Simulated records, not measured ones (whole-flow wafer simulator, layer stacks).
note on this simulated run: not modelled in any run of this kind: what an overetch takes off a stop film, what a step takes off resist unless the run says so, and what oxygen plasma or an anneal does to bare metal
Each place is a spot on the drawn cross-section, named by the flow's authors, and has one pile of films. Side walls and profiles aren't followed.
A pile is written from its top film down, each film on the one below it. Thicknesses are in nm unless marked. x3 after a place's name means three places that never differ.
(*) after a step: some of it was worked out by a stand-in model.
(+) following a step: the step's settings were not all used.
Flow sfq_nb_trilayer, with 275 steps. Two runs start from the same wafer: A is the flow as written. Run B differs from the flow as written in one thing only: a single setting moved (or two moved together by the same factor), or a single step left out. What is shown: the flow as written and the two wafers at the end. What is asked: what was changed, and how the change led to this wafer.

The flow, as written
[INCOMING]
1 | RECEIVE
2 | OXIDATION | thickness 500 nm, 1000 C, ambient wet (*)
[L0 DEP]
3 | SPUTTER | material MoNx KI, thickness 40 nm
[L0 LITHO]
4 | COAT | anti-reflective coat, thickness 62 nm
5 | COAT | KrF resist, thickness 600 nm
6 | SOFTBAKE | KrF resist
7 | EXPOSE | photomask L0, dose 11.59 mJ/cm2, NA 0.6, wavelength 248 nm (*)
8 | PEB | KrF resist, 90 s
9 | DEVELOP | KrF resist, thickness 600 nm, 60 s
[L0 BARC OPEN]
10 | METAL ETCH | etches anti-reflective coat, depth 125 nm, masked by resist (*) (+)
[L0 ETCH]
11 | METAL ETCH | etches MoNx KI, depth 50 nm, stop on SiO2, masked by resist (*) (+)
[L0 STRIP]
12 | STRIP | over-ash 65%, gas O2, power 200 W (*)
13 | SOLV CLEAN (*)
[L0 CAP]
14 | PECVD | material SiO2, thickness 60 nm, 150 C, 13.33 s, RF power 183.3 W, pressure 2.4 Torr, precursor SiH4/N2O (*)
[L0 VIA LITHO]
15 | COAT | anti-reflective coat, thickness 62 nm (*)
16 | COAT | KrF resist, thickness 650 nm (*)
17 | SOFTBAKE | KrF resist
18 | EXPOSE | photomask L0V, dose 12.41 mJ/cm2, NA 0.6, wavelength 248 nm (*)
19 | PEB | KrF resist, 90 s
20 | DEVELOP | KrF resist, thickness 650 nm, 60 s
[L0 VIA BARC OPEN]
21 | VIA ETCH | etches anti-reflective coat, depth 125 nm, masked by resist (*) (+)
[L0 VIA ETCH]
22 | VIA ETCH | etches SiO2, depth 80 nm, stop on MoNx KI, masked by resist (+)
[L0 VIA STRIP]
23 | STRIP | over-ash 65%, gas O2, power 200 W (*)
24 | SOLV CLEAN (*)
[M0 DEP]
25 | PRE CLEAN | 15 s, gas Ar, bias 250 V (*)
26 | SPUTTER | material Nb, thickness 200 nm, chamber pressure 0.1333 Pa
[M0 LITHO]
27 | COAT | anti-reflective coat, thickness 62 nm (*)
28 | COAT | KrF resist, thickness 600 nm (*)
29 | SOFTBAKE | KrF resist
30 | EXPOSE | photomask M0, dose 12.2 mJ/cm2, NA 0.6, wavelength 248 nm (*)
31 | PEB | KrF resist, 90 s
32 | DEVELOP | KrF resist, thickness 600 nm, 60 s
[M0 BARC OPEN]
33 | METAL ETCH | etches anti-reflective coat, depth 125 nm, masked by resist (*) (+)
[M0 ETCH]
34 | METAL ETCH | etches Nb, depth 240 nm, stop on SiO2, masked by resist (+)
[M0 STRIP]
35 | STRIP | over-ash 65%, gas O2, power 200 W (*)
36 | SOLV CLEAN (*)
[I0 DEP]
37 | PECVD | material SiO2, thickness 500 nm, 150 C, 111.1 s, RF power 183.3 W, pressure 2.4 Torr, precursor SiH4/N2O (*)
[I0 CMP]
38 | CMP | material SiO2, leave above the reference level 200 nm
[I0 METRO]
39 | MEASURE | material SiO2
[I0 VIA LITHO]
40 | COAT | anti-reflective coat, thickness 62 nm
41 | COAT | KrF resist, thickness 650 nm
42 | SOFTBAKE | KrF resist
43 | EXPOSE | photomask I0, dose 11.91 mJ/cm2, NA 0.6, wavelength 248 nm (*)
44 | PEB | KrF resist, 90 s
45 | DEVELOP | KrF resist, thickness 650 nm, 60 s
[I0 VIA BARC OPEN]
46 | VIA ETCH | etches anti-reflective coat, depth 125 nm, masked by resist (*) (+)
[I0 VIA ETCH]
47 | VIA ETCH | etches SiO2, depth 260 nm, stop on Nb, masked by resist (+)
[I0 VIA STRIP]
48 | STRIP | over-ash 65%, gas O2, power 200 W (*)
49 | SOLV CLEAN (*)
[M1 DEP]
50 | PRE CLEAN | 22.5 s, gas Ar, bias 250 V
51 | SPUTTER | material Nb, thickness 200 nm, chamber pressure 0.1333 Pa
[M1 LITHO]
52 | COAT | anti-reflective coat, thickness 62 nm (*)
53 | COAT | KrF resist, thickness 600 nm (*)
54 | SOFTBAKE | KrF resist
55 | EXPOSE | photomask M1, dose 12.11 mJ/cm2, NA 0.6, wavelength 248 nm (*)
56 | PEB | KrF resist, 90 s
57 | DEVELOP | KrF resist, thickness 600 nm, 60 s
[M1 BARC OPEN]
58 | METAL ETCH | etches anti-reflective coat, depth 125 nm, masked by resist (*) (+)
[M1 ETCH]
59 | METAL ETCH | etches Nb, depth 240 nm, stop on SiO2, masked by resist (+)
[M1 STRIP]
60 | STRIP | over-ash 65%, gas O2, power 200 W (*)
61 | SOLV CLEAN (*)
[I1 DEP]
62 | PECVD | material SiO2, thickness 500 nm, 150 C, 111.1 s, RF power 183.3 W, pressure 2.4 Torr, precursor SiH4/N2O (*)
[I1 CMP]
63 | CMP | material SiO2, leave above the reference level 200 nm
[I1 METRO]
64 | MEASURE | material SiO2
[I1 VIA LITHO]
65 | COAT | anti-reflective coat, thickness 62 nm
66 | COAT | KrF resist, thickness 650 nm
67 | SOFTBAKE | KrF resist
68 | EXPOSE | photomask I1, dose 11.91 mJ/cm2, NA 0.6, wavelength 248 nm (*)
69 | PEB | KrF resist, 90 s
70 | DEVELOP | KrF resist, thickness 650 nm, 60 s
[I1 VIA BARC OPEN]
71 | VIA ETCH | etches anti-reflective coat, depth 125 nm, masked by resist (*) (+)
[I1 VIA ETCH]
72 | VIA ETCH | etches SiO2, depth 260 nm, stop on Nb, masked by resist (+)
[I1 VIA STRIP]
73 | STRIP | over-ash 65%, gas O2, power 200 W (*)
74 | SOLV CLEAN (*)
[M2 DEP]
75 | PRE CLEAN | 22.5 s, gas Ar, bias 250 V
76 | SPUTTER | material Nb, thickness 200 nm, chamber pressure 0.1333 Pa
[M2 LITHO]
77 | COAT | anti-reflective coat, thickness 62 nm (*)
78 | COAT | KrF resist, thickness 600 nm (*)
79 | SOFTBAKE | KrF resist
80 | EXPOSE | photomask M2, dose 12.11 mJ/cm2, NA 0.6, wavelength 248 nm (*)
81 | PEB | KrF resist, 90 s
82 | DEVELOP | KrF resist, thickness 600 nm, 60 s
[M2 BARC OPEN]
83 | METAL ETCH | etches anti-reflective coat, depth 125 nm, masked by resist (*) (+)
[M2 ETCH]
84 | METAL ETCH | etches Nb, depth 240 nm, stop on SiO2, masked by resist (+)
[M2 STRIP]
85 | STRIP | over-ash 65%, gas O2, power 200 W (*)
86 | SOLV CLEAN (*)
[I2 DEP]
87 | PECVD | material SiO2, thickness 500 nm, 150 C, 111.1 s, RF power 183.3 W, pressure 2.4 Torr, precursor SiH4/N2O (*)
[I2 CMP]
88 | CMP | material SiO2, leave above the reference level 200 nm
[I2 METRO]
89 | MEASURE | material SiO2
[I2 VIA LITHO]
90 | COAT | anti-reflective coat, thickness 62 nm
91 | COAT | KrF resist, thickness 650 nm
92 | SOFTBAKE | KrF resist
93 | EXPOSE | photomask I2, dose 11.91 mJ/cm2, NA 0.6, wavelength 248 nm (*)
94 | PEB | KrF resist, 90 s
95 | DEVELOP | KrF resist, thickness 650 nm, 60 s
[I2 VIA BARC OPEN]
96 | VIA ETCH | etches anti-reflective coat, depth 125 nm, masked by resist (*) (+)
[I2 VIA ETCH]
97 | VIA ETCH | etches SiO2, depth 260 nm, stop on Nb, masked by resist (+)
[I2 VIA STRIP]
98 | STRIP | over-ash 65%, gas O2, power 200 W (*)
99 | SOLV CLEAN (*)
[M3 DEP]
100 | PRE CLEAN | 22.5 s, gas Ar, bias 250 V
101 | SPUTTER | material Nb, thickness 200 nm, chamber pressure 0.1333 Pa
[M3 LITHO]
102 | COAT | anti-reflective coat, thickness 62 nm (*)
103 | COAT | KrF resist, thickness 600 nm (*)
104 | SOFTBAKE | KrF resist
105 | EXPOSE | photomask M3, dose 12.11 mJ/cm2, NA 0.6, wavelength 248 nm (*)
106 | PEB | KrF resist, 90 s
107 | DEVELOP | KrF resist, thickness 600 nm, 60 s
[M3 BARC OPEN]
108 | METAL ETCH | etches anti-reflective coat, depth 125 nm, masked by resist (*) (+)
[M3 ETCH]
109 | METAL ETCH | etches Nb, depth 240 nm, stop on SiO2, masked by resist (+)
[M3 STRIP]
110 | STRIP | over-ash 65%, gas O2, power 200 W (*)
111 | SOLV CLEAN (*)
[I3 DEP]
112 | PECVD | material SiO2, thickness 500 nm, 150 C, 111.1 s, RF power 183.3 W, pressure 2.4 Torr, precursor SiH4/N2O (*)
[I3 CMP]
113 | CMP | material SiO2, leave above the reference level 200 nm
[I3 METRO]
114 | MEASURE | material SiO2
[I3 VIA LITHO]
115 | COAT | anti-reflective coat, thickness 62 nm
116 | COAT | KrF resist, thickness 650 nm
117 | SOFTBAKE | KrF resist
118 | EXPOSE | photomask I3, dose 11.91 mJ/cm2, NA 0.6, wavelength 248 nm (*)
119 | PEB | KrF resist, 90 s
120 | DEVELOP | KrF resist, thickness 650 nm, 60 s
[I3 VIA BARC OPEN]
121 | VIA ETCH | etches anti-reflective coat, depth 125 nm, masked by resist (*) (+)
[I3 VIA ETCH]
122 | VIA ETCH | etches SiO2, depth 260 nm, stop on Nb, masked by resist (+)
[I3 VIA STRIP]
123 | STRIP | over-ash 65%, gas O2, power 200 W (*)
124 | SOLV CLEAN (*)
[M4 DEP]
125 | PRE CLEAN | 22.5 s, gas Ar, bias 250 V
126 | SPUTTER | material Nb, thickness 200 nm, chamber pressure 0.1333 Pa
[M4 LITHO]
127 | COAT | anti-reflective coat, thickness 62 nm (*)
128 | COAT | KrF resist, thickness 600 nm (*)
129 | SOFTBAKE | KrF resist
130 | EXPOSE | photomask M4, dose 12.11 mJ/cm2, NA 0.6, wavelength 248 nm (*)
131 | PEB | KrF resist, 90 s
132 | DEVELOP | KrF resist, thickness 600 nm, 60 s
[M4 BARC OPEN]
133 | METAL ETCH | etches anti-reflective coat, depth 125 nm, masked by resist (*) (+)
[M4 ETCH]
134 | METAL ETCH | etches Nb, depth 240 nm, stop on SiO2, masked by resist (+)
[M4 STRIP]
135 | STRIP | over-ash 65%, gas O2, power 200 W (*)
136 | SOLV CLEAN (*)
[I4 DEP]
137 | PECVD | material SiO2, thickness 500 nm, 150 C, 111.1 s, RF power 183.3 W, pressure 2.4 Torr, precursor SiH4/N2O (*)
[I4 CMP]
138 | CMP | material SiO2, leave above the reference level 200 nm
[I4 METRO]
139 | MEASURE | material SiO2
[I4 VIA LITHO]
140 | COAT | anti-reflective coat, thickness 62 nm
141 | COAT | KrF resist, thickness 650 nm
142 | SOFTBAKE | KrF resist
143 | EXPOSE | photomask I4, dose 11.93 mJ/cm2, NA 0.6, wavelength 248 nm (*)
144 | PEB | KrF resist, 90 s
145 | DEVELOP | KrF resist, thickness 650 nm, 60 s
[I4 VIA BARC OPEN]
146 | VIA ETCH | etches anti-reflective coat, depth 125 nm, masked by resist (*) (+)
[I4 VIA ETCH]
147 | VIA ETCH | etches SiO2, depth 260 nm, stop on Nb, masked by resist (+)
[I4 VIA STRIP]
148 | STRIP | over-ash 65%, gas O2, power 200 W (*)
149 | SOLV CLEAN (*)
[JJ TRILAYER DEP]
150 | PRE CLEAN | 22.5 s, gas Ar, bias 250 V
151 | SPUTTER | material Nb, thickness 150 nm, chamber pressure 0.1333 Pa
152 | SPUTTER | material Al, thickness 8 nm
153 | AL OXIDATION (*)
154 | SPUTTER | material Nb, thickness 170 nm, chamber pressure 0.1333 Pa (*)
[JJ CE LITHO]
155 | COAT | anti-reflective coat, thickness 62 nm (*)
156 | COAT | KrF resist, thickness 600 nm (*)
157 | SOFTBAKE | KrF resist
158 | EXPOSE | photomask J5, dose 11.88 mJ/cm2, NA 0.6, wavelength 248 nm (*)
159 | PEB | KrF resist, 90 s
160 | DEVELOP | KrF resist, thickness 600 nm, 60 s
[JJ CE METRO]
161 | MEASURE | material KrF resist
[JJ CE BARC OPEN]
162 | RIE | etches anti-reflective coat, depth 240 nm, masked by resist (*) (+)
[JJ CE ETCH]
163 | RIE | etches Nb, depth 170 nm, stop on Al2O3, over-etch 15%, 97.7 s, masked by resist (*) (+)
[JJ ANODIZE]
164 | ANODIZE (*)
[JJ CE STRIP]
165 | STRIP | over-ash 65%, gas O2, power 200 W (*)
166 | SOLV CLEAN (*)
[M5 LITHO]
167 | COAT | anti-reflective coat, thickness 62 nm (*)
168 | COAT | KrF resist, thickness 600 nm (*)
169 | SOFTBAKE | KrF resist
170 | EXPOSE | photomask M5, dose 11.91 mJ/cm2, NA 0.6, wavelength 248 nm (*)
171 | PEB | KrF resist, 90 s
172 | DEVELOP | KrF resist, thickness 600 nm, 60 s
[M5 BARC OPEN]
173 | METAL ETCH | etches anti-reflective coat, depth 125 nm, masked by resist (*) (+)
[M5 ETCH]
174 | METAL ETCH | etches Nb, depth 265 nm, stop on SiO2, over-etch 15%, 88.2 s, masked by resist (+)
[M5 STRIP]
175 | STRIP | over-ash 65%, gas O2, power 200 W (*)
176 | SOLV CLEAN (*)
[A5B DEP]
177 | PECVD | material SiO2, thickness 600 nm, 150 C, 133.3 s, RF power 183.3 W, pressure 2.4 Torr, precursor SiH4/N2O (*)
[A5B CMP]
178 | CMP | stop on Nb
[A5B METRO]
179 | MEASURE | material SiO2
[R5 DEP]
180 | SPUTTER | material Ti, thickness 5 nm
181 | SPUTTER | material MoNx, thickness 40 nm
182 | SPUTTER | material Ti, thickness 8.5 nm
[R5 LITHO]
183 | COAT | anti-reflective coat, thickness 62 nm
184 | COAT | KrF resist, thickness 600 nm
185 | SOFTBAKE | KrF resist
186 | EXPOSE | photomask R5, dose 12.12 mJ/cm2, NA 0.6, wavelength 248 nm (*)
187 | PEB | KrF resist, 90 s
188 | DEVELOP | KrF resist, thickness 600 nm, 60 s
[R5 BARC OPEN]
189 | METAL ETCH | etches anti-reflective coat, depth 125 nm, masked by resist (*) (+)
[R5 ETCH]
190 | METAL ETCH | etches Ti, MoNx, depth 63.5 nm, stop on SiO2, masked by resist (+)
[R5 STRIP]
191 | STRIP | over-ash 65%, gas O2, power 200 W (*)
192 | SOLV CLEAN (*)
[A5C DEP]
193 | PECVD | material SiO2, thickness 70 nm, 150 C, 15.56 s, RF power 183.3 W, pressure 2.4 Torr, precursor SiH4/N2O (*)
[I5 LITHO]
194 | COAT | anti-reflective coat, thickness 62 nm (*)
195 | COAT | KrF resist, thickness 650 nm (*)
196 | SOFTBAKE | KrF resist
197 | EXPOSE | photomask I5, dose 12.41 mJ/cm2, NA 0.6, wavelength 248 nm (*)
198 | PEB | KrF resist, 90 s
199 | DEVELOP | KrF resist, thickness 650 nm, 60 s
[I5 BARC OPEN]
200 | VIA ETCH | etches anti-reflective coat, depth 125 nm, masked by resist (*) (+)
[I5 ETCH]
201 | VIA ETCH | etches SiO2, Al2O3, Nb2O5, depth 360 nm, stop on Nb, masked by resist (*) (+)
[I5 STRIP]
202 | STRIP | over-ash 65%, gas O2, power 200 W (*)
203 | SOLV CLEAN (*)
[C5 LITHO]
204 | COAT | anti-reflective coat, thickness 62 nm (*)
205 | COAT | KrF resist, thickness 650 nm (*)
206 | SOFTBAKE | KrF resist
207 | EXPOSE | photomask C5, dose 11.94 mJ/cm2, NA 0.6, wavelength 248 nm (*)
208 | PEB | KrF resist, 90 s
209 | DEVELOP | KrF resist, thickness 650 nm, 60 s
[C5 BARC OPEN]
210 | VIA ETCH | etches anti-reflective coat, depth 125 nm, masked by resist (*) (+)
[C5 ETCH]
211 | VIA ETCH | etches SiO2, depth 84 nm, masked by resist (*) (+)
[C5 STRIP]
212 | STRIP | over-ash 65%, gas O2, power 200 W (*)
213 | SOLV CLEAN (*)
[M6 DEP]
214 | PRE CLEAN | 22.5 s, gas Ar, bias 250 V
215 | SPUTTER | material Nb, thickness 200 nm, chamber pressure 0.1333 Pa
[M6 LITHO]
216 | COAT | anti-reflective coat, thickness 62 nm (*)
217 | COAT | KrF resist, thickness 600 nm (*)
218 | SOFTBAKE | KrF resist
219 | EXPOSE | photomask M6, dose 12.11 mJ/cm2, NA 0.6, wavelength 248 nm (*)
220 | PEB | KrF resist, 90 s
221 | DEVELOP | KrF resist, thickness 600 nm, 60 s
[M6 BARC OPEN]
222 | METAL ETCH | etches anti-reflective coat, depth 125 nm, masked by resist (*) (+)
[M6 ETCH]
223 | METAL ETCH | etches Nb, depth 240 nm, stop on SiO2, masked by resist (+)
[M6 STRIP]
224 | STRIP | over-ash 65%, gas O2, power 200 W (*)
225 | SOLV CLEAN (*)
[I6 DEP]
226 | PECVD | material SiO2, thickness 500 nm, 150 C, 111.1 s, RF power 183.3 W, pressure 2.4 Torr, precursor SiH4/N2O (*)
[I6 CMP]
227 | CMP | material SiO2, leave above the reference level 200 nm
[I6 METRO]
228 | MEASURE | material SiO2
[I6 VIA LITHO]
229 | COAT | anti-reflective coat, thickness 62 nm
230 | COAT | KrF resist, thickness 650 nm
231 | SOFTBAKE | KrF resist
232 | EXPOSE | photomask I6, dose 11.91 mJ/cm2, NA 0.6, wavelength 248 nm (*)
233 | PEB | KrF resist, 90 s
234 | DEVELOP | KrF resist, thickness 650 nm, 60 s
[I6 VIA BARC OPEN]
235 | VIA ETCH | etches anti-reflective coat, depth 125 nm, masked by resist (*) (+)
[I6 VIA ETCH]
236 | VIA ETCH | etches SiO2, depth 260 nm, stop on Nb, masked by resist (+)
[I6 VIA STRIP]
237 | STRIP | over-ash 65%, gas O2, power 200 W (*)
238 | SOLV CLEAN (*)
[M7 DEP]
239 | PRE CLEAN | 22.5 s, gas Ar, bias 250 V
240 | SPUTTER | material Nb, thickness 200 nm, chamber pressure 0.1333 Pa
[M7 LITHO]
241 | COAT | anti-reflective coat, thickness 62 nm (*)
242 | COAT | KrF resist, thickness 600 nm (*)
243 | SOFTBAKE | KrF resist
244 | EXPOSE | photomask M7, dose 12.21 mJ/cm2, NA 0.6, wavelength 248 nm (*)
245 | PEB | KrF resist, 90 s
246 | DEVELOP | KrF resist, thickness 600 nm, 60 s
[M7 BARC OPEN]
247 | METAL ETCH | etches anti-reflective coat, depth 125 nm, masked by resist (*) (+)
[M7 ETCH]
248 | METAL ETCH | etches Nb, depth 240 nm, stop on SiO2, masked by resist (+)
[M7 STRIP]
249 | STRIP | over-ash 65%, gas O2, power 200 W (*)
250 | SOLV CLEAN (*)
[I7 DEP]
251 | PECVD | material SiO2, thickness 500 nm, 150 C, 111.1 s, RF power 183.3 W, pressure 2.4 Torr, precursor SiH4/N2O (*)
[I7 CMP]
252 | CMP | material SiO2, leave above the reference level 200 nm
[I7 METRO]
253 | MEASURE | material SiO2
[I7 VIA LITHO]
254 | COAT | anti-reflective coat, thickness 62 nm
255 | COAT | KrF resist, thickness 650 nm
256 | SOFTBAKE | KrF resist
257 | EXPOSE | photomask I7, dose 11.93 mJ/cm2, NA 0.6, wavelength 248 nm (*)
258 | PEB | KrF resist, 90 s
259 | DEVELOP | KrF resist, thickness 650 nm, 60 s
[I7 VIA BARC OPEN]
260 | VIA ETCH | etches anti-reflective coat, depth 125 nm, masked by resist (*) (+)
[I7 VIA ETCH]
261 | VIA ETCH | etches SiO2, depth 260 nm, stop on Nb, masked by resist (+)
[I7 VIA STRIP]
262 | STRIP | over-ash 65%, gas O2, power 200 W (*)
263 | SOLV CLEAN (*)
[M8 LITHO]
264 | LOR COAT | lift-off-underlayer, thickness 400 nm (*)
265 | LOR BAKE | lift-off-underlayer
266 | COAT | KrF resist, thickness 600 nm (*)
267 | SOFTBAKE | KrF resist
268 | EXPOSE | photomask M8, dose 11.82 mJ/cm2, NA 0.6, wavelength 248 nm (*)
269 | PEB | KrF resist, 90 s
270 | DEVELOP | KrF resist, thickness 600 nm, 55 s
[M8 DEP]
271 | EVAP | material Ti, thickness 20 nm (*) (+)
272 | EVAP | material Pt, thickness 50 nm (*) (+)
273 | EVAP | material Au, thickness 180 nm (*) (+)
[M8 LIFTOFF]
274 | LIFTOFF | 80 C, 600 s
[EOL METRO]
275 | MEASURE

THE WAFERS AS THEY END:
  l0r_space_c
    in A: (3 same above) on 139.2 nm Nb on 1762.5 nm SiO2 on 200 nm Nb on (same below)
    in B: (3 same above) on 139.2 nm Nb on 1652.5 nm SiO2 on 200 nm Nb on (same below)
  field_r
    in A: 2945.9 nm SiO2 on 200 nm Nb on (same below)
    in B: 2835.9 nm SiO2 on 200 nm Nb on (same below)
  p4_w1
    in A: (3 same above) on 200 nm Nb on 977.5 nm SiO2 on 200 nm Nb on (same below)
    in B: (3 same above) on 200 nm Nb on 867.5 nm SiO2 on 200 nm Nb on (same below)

Cause: step 88, CMP: leave above the reference level 90 nm was run, though the flow has leave above the reference level 200 nm.

Step by step, how the change led to this:
  88 | CMP | material SiO2, leave above the reference level 200 nm
      field_l, be, be_sur and 81 more: A -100 SiO2 | B -210 SiO2
      v_sur, via_wl, via_w and 18 more: A -300 SiO2 | B -410 SiO2
      (and at 1 other place as well)
  97 | VIA ETCH | etches SiO2, depth 260 nm, stop on Nb, masked by resist (+)
      field_l, v_sur, via_wl and 102 more: A -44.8 KrF resist | B -23.2 KrF resist
      via_w: A -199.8 SiO2 (all of it) | B -89.8 SiO2 (all of it)
  98 | STRIP | over-ash 65%, gas O2, power 200 W (*)
      field_l, v_sur, via_wl and 102 more: A -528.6 KrF resist (all of it), -62 anti-reflective coat (all of it) | B -550.2 KrF resist (all of it), -62 anti-reflective coat (all of it)
  101 | SPUTTER | material Nb, thickness 200 nm, chamber pressure 0.1333 Pa
      via_w: A +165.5 Nb | B +190.1 Nb
  102 | COAT | anti-reflective coat, thickness 62 nm (*)
      via_wl, via_wr: A +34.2 anti-reflective coat (new film) | B +37.5 anti-reflective coat (new film)
      v_sur: A +61.1 anti-reflective coat (new film) | B +57.7 anti-reflective coat (new film)
      (and at 1 other place as well)
  103 | COAT | KrF resist, thickness 600 nm (*)
      v_sur: A +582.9 KrF resist (new film) | B +595.3 KrF resist (new film)
      via_w: A +737.9 KrF resist (new film) | B +645.6 KrF resist (new film)
  110 | STRIP | over-ash 65%, gas O2, power 200 W (*)
      v_sur: A -365.3 KrF resist (all of it), -61.1 anti-reflective coat (all of it) | B -377.7 KrF resist (all of it), -57.7 anti-reflective coat (all of it)
      via_wl: A -384.2 KrF resist (all of it), -34.2 anti-reflective coat (all of it) | B -394.5 KrF resist (all of it), -37.5 anti-reflective coat (all of it)
      (and at 3 other places as well)
  112 | PECVD | material SiO2, thickness 500 nm, 150 C, 111.1 s, RF power 183.3 W, pressure 2.4 Torr, precursor SiH4/N2O (*)
      via_w: A +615 SiO2 (new film) | B +500 SiO2 (new film)
  113 | CMP | material SiO2, leave above the reference level 200 nm
      via_w: A -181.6 SiO2 | B -201.2 SiO2
